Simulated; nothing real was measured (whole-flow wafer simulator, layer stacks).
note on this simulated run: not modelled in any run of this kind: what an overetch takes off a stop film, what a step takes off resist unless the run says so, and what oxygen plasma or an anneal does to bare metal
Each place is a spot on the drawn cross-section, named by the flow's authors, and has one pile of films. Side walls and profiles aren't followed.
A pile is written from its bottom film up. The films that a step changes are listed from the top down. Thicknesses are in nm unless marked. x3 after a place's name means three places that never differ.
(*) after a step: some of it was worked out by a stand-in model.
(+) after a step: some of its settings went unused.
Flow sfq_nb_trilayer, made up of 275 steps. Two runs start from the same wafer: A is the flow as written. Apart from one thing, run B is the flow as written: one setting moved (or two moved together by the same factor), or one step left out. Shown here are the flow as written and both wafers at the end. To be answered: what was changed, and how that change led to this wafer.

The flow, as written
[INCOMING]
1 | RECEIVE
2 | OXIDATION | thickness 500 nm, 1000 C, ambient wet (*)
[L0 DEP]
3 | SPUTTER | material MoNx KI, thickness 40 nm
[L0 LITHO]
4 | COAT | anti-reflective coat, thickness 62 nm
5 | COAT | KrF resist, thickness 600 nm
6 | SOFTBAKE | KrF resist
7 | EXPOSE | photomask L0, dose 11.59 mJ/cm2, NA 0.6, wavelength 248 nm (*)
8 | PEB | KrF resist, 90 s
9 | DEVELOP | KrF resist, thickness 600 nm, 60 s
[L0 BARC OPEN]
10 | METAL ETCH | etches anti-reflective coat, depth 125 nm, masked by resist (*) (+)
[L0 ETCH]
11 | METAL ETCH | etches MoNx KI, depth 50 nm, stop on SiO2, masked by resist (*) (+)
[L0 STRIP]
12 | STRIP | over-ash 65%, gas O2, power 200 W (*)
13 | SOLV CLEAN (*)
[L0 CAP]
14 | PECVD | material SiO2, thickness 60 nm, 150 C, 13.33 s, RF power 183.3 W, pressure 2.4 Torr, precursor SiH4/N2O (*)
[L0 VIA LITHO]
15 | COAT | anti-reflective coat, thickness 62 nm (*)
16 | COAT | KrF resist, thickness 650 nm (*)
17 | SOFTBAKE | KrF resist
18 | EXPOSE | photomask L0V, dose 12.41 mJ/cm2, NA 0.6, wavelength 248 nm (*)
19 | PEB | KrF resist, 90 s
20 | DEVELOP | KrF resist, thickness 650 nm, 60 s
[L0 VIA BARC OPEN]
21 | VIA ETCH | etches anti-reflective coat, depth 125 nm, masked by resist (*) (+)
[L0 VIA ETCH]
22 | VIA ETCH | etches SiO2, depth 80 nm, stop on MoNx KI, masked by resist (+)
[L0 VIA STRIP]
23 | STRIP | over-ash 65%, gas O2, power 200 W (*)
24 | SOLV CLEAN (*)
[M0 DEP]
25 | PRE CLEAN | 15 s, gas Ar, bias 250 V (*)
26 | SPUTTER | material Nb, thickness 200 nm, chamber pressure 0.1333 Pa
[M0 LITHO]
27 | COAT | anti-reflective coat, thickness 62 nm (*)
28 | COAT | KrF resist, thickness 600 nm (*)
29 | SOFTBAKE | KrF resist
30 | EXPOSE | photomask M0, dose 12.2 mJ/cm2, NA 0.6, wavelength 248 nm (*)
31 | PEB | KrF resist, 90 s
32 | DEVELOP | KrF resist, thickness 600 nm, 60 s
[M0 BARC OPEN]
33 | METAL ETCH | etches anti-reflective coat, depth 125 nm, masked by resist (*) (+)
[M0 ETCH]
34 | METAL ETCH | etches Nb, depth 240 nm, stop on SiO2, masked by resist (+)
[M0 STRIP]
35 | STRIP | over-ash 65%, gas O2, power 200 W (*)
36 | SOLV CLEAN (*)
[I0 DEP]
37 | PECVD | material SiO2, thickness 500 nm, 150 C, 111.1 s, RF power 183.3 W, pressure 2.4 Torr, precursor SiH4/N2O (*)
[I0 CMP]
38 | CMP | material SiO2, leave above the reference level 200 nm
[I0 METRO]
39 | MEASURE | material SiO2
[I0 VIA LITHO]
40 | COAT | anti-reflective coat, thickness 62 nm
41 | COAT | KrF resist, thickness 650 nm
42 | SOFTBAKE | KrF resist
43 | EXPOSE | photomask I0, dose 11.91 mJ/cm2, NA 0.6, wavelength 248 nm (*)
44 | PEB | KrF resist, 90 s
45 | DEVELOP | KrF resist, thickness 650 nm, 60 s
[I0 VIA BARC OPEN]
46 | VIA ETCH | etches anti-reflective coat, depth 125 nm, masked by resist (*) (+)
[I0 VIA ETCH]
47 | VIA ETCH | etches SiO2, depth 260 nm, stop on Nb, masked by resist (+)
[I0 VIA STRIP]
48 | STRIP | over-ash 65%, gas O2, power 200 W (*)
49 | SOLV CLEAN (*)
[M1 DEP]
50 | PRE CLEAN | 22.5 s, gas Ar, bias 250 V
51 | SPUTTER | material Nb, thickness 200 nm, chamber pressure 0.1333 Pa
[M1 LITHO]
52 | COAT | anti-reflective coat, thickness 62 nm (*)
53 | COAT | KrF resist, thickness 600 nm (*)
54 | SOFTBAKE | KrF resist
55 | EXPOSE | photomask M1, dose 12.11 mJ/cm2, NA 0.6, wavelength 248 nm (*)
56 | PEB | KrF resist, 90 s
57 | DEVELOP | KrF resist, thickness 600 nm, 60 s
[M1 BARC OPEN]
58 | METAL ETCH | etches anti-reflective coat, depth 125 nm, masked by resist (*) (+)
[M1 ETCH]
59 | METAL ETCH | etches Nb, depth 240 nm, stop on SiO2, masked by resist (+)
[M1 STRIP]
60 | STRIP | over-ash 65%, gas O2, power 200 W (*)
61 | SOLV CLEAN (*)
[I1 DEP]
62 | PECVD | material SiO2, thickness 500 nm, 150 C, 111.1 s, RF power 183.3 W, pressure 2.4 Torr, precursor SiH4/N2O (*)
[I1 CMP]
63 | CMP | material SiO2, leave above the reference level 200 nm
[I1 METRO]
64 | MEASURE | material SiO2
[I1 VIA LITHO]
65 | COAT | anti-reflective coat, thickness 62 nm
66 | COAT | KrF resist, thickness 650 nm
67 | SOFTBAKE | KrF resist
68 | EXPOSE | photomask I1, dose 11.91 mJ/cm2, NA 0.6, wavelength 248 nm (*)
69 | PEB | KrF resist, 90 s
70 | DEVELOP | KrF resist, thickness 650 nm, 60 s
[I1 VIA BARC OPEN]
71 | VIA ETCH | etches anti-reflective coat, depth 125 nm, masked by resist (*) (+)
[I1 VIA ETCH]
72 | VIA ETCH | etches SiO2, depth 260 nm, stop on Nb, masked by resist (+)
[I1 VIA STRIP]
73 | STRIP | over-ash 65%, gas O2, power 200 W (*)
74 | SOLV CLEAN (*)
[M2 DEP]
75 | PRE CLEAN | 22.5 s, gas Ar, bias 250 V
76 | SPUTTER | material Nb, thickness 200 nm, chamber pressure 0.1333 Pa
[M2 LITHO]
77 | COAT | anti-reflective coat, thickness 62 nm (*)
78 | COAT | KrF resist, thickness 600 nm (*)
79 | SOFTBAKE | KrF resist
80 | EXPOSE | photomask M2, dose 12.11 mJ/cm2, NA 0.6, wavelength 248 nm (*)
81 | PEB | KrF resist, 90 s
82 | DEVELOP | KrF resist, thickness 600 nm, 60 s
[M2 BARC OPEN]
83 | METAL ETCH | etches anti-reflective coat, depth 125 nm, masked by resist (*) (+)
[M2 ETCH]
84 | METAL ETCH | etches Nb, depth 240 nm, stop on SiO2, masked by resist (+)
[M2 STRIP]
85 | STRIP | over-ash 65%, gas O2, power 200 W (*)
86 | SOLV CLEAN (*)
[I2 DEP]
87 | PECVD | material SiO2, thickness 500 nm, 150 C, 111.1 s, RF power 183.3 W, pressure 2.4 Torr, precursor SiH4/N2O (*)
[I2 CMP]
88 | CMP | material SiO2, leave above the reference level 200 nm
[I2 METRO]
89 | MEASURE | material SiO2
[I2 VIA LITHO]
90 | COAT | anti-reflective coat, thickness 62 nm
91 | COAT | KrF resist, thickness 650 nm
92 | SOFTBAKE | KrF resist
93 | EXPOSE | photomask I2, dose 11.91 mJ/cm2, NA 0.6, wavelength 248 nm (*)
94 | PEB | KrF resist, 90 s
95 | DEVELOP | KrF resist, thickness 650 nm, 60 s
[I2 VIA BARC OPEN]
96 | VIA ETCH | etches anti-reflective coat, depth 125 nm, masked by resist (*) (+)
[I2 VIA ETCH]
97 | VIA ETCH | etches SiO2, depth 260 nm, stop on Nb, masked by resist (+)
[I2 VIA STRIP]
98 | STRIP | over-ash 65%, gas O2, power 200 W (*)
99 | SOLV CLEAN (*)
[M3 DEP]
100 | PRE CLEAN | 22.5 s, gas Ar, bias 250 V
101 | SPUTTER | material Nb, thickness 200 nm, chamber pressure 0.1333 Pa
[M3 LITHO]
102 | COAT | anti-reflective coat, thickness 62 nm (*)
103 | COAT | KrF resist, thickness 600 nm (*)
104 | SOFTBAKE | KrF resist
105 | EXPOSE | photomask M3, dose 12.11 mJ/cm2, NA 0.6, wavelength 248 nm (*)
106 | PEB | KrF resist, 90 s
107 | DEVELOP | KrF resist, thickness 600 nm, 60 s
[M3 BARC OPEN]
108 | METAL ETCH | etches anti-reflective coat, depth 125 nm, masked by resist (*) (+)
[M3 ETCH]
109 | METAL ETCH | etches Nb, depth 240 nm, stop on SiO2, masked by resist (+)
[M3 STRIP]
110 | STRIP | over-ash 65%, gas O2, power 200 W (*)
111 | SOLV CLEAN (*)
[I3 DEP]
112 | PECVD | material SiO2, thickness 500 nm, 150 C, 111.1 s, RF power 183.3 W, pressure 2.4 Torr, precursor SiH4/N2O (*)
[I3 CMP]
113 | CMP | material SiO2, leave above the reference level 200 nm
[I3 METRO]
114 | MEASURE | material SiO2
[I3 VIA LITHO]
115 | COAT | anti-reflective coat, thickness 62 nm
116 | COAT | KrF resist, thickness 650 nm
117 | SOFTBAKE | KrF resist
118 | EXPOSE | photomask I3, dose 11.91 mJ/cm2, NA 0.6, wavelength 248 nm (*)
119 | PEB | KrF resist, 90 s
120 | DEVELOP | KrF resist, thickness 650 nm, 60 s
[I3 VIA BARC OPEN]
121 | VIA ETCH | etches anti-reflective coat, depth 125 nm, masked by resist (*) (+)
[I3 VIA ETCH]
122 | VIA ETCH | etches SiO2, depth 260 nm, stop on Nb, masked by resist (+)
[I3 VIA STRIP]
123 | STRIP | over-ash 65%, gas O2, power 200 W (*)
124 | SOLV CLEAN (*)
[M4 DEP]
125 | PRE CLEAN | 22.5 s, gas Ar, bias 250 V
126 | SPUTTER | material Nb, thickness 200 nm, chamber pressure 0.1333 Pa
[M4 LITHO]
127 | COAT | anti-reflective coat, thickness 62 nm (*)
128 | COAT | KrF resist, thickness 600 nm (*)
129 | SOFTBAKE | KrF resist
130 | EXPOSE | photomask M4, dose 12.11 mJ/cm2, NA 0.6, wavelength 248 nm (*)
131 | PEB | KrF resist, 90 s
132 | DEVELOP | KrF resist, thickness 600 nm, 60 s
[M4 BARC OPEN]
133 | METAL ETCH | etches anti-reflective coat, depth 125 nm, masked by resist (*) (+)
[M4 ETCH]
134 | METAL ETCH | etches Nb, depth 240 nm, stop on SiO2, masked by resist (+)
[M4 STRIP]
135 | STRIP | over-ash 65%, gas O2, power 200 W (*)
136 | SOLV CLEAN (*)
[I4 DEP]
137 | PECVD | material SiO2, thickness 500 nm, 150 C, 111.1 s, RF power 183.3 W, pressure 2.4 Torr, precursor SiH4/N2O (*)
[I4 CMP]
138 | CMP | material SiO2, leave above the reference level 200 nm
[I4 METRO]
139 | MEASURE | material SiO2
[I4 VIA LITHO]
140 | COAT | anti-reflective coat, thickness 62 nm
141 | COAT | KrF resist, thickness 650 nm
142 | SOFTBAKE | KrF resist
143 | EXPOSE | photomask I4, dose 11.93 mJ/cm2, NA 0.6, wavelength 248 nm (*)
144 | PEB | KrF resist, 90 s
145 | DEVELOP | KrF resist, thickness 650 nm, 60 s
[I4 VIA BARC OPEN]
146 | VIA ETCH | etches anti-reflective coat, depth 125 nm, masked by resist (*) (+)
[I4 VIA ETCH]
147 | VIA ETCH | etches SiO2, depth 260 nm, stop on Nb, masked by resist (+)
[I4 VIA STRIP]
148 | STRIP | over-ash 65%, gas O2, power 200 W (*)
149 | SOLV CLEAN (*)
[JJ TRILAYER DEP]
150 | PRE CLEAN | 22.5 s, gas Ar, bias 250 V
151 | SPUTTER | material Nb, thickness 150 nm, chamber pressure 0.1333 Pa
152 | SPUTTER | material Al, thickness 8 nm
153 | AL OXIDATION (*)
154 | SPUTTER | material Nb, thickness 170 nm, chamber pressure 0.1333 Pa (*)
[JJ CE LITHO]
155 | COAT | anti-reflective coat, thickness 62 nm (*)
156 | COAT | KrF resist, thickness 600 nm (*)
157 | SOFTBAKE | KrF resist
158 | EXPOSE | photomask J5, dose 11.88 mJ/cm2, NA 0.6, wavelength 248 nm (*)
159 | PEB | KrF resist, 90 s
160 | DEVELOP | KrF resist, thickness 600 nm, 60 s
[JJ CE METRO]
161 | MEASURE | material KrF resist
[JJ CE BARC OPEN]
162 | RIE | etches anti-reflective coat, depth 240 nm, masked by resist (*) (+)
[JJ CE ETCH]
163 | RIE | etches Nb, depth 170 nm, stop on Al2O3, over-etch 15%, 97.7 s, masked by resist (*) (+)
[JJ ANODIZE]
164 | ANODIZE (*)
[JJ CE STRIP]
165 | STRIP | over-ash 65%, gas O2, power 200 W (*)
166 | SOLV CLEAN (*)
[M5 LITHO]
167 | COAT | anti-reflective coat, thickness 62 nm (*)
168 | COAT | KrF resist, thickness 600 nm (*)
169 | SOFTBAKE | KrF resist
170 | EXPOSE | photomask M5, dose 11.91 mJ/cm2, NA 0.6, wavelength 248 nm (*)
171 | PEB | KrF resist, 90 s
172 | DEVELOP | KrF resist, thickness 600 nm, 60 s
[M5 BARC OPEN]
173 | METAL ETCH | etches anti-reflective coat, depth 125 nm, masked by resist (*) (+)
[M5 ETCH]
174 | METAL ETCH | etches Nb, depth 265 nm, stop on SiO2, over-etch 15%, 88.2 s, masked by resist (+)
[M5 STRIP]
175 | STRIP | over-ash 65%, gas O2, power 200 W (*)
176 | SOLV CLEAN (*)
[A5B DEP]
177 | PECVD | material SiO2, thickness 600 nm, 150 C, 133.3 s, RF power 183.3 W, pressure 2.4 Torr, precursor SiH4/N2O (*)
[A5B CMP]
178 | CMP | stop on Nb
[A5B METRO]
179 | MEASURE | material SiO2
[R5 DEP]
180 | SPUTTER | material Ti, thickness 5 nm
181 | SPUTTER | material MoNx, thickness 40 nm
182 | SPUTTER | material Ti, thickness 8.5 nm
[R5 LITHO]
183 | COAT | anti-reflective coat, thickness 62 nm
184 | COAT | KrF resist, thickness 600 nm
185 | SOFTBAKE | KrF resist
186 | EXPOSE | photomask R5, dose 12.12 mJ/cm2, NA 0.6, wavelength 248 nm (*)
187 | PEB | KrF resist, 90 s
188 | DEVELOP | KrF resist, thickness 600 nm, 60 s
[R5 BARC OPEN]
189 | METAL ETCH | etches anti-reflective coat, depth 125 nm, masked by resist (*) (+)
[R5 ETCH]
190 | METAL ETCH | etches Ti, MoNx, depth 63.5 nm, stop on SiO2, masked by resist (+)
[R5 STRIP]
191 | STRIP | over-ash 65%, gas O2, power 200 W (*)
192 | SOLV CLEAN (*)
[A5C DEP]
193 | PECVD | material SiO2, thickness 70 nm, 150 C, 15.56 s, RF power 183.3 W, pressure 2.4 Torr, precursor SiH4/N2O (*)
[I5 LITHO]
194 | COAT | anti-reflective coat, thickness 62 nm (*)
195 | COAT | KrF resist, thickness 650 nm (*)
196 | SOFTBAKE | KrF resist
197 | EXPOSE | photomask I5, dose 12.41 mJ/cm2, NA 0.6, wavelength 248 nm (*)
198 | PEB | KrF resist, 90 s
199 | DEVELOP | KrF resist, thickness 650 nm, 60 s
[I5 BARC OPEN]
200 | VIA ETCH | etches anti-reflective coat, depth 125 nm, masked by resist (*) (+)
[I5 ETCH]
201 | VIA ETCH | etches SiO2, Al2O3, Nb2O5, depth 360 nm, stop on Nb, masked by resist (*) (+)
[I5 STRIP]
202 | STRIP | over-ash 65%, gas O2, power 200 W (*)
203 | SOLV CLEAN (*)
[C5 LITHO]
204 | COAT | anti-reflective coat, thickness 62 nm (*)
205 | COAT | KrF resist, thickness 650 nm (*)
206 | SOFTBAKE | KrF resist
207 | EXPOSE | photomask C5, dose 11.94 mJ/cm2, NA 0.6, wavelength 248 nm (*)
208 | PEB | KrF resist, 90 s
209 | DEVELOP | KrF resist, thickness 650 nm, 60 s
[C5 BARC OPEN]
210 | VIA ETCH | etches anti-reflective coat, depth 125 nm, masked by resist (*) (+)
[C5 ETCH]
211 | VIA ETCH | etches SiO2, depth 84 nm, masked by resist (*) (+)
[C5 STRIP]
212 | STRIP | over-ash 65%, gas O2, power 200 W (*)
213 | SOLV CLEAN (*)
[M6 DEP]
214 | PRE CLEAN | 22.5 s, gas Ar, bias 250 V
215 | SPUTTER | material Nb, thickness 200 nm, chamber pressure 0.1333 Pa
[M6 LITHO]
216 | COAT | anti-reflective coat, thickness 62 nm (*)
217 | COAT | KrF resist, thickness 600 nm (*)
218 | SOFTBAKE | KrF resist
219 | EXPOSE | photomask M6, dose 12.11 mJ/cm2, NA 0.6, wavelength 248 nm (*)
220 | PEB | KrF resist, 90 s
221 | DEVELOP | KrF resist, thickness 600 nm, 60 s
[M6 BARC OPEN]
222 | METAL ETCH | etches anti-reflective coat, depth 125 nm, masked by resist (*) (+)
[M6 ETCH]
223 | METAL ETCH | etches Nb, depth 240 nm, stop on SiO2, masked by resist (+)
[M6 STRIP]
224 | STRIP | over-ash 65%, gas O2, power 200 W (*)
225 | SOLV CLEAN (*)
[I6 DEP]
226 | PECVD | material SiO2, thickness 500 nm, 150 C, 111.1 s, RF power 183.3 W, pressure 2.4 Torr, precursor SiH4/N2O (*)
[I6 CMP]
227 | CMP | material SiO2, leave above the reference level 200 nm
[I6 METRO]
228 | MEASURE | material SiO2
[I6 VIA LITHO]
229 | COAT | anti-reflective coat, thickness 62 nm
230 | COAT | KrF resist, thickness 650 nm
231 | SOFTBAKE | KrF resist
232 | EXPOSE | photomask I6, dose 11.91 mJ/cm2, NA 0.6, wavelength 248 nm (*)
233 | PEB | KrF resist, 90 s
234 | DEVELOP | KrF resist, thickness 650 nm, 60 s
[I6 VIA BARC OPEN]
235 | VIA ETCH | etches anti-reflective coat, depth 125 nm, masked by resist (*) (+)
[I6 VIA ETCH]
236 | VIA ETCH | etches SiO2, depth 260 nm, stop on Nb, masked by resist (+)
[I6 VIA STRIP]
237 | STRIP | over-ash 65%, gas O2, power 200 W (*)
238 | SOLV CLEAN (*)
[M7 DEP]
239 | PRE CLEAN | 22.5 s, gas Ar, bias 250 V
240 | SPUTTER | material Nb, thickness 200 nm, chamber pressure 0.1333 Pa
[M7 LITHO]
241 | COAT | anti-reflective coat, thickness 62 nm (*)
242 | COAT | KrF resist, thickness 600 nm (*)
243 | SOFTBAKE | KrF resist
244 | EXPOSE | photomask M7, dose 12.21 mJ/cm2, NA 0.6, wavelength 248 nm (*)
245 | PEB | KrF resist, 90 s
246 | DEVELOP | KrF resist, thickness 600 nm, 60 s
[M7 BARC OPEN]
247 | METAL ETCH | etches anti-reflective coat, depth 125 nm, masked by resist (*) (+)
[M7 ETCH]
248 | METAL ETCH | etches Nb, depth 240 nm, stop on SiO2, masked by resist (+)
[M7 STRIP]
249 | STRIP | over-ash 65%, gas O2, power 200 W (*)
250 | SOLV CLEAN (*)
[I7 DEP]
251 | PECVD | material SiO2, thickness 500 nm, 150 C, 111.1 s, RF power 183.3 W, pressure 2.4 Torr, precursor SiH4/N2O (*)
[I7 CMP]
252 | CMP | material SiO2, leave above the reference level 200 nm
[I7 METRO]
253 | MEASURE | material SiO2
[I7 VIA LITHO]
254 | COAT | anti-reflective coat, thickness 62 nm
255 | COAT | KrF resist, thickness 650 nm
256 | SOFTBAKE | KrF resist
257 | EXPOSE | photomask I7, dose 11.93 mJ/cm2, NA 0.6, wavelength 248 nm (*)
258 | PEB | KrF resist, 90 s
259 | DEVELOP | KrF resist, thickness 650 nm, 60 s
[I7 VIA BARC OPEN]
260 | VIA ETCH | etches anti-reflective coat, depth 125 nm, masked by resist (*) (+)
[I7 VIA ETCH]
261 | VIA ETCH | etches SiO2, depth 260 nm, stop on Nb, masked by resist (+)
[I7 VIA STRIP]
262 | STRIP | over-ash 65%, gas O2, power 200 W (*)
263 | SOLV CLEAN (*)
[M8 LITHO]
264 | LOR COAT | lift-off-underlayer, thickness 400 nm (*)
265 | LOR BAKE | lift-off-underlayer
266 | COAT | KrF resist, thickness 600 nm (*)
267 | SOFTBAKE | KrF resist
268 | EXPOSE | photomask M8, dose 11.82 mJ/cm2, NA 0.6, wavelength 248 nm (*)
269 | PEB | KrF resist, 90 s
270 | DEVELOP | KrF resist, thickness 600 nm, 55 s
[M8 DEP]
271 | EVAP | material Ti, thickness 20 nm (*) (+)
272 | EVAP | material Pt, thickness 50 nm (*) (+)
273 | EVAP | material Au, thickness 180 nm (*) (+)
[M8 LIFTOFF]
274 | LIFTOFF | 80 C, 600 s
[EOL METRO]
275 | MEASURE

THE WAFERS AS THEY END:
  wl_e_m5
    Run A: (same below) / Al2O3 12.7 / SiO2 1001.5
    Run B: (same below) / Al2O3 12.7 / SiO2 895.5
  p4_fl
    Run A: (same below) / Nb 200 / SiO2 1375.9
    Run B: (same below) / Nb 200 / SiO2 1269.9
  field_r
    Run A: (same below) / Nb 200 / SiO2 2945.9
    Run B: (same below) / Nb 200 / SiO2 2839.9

The reason: step 227, CMP: leave above the reference level 94 nm was run, while the flow as written has leave above the reference level 200 nm.

How this came from the change, step by step:
  227 | CMP | material SiO2, leave above the reference level 200 nm
      field_l, p4_fl, p4_fm and 59 more: A SiO2 loses 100 | B SiO2 loses 206
      v_sur, via_wl, via_w and 15 more: A SiO2 loses 300 | B SiO2 loses 406
      (also at 26 further places)
  236 | VIA ETCH | etches SiO2, depth 260 nm, stop on Nb, masked by resist (+)
      field_l, v_sur, via_wl and 102 more: A KrF resist loses 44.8 | B KrF resist loses 24.3
      via_v: A SiO2 loses 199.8 (all of it) | B SiO2 loses 93.8 (all of it)
  237 | STRIP | over-ash 65%, gas O2, power 200 W (*)
      field_l, v_sur, via_wl and 102 more: A KrF resist loses 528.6 (all of it), anti-reflective coat loses 62 (all of it) | B KrF resist loses 549.2 (all of it), anti-reflective coat loses 62 (all of it)
  240 | SPUTTER | material Nb, thickness 200 nm, chamber pressure 0.1333 Pa
      via_v: A Nb gains 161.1 | B Nb gains 187.4
  241 | COAT | anti-reflective coat, thickness 62 nm (*)
      via_v: A anti-reflective coat gains 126 (new film) | B anti-reflective coat gains 103.3 (new film)
  242 | COAT | KrF resist, thickness 600 nm (*)
      via_v: A KrF resist gains 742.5 (new film) | B KrF resist gains 650 (new film)
  249 | STRIP | over-ash 65%, gas O2, power 200 W (*)
      via_sp: A KrF resist loses 373.6 (all of it), anti-reflective coat loses 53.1 (all of it) | B KrF resist loses 382.7 (all of it), anti-reflective coat loses 52.8 (all of it)
      via_v: A KrF resist loses 524.5 (all of it), anti-reflective coat loses 126 (all of it) | B KrF resist loses 432.3 (all of it), anti-reflective coat loses 103.3 (all of it)
      (also at 1 further place)
  251 | PECVD | material SiO2, thickness 500 nm, 150 C, 111.1 s, RF power 183.3 W, pressure 2.4 Torr, precursor SiH4/N2O (*)
      via_v: A SiO2 gains 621 (new film) | B SiO2 gains 500 (new film)
  252 | CMP | material SiO2, leave above the reference level 200 nm
      via_v: A SiO2 loses 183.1 | B SiO2 loses 194.5
